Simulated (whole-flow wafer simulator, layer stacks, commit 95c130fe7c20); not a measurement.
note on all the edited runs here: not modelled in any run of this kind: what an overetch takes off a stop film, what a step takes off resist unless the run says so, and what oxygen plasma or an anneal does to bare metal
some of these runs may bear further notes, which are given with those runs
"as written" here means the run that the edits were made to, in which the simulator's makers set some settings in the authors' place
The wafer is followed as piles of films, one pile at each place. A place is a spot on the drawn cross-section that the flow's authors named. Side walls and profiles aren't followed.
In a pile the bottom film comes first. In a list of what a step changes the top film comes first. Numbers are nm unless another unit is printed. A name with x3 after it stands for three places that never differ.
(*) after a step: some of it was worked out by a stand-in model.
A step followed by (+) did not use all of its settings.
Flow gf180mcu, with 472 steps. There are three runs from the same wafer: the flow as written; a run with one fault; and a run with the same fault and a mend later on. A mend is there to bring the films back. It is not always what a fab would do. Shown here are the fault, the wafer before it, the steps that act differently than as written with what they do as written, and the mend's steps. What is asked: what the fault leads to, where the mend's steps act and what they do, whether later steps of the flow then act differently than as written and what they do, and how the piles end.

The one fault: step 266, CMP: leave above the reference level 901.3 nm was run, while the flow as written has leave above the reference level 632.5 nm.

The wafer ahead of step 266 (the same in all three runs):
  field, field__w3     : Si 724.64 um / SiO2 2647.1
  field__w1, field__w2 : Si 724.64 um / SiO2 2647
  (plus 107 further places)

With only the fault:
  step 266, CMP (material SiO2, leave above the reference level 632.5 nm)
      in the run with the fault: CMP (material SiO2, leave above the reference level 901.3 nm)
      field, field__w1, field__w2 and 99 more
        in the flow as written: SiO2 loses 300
        in the run with the fault: SiO2 loses 31.2
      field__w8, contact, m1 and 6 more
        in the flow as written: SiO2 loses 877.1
        in the run with the fault: SiO2 loses 608.3
  Steps later in the flow that act otherwise than as written:
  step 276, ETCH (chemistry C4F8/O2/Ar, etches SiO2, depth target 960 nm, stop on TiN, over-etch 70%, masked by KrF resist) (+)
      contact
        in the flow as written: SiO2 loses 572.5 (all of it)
        in the run with the fault: SiO2 loses 841.3 (all of it)
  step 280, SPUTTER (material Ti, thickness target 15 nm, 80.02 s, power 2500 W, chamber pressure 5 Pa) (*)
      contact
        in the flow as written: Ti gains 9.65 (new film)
        in the run with the fault: Ti gains 8.26 (new film)
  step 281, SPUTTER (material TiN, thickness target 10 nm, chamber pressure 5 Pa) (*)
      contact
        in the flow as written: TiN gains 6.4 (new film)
        in the run with the fault: TiN gains 5.47 (new film)
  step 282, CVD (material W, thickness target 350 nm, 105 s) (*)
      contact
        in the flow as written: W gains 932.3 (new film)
        in the run with the fault: W gains 1203.4 (new film)
  The piles end different from the flow's at field, field__w1, field__w2 and 109 more by more than 2% or 0.5 nm, whichever is larger.
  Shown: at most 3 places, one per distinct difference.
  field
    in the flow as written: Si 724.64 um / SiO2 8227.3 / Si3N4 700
    in the run with the fault: Si 724.64 um / SiO2 8496.1 / Si3N4 700
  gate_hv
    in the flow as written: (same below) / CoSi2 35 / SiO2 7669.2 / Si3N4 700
    in the run with the fault: (same below) / CoSi2 35 / SiO2 7938 / Si3N4 700
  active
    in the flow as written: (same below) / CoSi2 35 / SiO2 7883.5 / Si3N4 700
    in the run with the fault: (same below) / CoSi2 35 / SiO2 8152.3 / Si3N4 700

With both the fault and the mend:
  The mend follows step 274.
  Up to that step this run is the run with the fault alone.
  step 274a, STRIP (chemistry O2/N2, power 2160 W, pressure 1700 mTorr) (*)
      field, field__w1, field__w2 and 107 more
        KrF resist loses 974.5 (all of it), anti-reflective coat loses 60 (all of it)
      contact
        anti-reflective coat loses 60 (all of it)
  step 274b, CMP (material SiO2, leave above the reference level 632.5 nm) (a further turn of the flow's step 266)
      field, field__w1, field__w2 and 108 more
        SiO2 loses 268.8
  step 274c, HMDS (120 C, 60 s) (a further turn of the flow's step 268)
      alters no film at any place that is followed
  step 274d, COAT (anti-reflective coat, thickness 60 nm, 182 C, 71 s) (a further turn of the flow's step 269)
      field, field__w1, field__w2 and 108 more
        anti-reflective coat gains 60 (new film)
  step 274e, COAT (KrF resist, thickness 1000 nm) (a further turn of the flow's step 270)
      field, field__w1, field__w2 and 108 more
        KrF resist gains 1000 (new film)
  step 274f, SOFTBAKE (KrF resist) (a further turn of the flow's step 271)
      alters no film at any place that is followed
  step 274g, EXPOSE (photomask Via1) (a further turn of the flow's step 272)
      alters no film at any place that is followed
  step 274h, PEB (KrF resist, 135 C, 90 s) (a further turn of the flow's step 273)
      field, field__w1, field__w2 and 108 more
        KrF resist loses 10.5
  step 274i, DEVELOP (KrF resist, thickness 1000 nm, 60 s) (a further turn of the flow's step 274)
      field, field__w1, field__w2 and 107 more
        KrF resist loses 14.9
      contact
        KrF resist loses 989.5 (all of it)
  Later steps of the flow that are run all act as written at every place that is followed.
  At every place that both follow, the piles at the end match the flow's.
